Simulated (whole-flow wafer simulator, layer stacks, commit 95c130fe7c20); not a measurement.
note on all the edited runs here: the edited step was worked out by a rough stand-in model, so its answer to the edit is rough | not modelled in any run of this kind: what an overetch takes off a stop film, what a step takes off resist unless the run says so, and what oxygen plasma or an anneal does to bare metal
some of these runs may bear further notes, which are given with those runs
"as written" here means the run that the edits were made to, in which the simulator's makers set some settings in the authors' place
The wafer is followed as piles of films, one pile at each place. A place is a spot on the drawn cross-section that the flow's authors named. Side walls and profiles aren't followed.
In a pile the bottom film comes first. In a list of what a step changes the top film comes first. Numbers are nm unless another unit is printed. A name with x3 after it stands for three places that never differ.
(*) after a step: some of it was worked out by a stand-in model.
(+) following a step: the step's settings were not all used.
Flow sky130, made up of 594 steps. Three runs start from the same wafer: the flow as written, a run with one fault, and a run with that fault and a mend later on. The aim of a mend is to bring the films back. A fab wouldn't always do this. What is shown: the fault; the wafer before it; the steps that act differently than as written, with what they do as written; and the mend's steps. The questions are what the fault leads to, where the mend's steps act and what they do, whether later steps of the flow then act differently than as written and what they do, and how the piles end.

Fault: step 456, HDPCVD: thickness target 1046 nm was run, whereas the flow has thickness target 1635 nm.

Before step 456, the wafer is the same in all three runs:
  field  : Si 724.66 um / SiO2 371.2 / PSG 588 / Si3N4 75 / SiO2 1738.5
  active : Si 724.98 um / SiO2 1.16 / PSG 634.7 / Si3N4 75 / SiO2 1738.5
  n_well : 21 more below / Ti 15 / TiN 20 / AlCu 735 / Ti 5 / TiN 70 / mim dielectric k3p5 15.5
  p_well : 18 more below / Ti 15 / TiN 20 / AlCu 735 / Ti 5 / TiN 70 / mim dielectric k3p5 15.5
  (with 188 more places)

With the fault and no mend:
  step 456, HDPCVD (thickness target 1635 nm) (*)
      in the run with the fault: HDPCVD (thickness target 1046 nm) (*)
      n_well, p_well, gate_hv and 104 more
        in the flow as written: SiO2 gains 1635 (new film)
        in the run with the fault: SiO2 gains 1046 (new film)
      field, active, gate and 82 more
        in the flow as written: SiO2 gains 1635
        in the run with the fault: SiO2 gains 1046
  Steps later in the flow that act otherwise than as written (20 other steps are not shown; they differ only slightly, by no more than 2% or 0.5 nm, whichever is larger):
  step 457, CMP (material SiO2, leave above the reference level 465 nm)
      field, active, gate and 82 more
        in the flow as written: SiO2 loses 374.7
        in the run with the fault: nothing
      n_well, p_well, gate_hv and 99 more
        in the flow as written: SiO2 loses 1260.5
        in the run with the fault: SiO2 loses 671.5
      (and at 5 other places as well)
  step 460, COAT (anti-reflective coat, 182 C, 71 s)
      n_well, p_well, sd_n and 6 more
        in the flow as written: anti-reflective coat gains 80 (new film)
        in the run with the fault: anti-reflective coat gains 3 (new film)
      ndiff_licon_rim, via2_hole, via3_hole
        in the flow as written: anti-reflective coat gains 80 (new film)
        in the run with the fault: anti-reflective coat gains 19.2 (new film)
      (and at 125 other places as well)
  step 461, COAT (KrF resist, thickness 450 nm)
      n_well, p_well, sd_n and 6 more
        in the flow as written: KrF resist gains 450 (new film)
        in the run with the fault: KrF resist gains 292.3 (new film)
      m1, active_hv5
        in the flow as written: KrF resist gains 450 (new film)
        in the run with the fault: KrF resist gains 376.4 (new film)
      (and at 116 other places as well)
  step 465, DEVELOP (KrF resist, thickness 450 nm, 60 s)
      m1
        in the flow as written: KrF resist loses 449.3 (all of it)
        in the run with the fault: KrF resist loses 375.9 (all of it)
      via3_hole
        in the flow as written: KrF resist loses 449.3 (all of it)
        in the run with the fault: KrF resist loses 322.2 (all of it)
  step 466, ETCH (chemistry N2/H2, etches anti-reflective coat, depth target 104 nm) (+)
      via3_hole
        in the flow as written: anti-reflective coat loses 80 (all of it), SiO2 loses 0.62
        in the run with the fault: anti-reflective coat loses 19.2 (all of it)
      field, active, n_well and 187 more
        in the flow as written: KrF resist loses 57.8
        in the run with the fault: KrF resist loses 11.6
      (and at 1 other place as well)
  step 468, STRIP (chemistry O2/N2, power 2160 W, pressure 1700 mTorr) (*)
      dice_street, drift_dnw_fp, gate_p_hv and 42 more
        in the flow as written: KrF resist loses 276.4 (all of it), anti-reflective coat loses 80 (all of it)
        in the run with the fault: KrF resist loses 322.6 (all of it), anti-reflective coat loses 80 (all of it)
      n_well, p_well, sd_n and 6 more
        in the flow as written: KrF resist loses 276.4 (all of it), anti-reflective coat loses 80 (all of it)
        in the run with the fault: KrF resist loses 165.1 (all of it), anti-reflective coat loses 3 (all of it)
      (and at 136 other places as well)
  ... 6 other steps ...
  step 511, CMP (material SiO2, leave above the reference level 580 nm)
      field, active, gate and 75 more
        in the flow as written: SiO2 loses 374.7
        in the run with the fault: SiO2 loses 393.2
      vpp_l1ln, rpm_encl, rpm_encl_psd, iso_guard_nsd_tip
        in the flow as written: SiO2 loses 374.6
        in the run with the fault: SiO2 loses 393.2
  At field, active, gate and 84 more, the piles at the end differ from the flow's by more than 2% or 0.5 nm, whichever is larger.
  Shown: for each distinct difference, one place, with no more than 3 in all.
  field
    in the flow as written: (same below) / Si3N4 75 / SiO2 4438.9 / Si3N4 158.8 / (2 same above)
    in the run with the fault: (same below) / Si3N4 75 / SiO2 2784.5 / TiN 20 / W 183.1 / SiO2 1451.3 / Si3N4 158.8 / (2 same above)
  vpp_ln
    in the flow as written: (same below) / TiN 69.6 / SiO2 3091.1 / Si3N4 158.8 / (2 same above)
    in the run with the fault: (same below) / TiN 69.6 / SiO2 1436.7 / TiN 20 / W 183.1 / SiO2 1451.3 / Si3N4 158.8 / (2 same above)
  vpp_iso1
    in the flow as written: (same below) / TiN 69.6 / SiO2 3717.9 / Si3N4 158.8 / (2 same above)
    in the run with the fault: (same below) / TiN 69.6 / SiO2 2063.5 / TiN 20 / W 183.1 / SiO2 1451.3 / Si3N4 158.8 / (2 same above)

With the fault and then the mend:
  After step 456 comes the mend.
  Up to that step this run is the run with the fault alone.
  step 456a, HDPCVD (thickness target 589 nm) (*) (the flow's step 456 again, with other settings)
      field, active, n_well and 189 more
        SiO2 gains 589
  None of the later steps of the flow acts differently than as written at any place that is followed.
  By the end, the piles equal the flow's at every place that both follow.
